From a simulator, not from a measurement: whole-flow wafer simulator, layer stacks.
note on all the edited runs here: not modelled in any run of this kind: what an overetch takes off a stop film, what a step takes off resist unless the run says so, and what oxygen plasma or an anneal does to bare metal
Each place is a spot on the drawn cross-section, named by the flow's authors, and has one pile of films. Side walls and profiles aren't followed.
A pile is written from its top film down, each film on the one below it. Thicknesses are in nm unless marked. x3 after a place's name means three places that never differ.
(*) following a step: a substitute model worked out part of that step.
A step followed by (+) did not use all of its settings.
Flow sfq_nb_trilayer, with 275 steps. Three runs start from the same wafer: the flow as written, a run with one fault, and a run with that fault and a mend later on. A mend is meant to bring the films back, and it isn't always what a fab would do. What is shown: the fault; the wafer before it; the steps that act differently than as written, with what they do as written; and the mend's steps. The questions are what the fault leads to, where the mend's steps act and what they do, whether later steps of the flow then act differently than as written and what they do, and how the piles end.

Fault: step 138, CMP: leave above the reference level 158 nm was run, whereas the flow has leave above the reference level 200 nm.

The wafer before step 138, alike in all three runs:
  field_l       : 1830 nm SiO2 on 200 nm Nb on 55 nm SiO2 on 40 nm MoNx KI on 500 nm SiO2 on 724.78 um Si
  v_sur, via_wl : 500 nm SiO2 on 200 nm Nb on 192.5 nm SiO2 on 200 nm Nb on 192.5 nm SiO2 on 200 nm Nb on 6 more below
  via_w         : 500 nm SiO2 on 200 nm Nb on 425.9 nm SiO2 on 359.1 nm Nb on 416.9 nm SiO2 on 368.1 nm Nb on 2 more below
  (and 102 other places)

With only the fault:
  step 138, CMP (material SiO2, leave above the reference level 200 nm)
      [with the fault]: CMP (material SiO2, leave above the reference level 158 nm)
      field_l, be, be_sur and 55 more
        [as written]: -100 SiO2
        [with the fault]: -142 SiO2
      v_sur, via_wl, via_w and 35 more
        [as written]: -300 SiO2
        [with the fault]: -342 SiO2
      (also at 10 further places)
  Steps further on in the flow that do not act as written (6 more steps, not shown, differ only slightly: by at most 2% or 0.5 nm, whichever is larger):
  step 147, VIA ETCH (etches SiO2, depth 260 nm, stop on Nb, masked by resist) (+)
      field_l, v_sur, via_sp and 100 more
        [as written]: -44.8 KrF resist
        [with the fault]: -40.8 KrF resist
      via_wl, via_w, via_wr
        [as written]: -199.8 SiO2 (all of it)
        [with the fault]: -157.8 SiO2 (all of it)
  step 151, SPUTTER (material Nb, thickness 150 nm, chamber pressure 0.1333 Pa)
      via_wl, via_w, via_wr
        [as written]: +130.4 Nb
        [with the fault]: +135.3 Nb
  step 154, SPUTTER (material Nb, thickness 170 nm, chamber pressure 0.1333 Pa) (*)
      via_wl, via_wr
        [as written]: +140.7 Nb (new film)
        [with the fault]: +148 Nb (new film)
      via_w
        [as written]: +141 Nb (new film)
        [with the fault]: +148.3 Nb (new film)
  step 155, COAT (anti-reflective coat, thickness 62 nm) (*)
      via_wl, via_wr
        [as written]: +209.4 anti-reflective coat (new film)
        [with the fault]: +169.5 anti-reflective coat (new film)
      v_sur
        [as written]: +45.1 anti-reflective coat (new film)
        [with the fault]: +47 anti-reflective coat (new film)
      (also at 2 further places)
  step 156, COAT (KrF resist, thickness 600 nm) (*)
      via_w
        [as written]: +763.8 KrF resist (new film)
        [with the fault]: +723.9 KrF resist (new film)
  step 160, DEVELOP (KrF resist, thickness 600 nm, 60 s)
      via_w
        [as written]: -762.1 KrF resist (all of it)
        [with the fault]: -722.3 KrF resist (all of it)
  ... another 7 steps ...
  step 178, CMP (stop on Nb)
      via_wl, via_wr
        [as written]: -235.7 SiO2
        [with the fault]: -282.5 SiO2
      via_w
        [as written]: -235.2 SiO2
        [with the fault]: -282 SiO2
  By the end, the piles at v_sur, via_wl, via_w and 77 more depart from the flow's by more than 2% or 0.5 nm, whichever is larger.
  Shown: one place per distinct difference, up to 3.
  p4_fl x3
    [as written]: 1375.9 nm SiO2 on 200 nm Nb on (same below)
    [with the fault]: 1333.9 nm SiO2 on 200 nm Nb on (same below)
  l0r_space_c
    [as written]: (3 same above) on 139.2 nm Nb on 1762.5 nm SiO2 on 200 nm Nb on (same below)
    [with the fault]: (3 same above) on 139.2 nm Nb on 1720.5 nm SiO2 on 200 nm Nb on (same below)
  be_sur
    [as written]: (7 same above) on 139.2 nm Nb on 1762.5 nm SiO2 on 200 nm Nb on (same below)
    [with the fault]: (7 same above) on 139.2 nm Nb on 1720.5 nm SiO2 on 200 nm Nb on (same below)

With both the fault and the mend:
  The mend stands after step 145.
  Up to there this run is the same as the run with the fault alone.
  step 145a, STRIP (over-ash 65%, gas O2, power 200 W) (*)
      field_l, v_sur, via_sp and 100 more
        -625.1 KrF resist (all of it), -62 anti-reflective coat (all of it)
      via_wl, via_w, via_wr
        -62 anti-reflective coat (all of it)
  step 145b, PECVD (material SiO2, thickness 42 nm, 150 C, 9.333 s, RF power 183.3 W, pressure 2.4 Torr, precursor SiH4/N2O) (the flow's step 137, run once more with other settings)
      field_l, v_sur, via_wl and 103 more
        +42 SiO2
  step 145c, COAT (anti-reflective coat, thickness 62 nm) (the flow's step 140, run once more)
      field_l, v_sur, via_wl and 103 more
        +62 anti-reflective coat (new film)
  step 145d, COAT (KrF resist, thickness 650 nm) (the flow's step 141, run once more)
      field_l, v_sur, via_wl and 103 more
        +650 KrF resist (new film)
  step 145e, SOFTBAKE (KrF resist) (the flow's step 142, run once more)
      leaves every film unchanged at each place that is followed
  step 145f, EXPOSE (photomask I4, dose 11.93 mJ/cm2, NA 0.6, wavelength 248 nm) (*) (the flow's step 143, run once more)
      leaves every film unchanged at each place that is followed
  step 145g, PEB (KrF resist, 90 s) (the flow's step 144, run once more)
      field_l, v_sur, via_wl and 103 more
        -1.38 KrF resist
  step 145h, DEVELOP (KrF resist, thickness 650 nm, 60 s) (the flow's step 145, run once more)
      field_l, v_sur, via_sp and 100 more
        -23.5 KrF resist
      via_wl, via_w, via_wr
        -648.6 KrF resist (all of it)
  Every later step of the flow that is run acts as written, at every place that is followed, to within 2% or 0.5 nm, whichever is larger.
  At the end the piles are close to the flow's at the places that both follow, differing by at most 2% or 0.5 nm, whichever is larger.
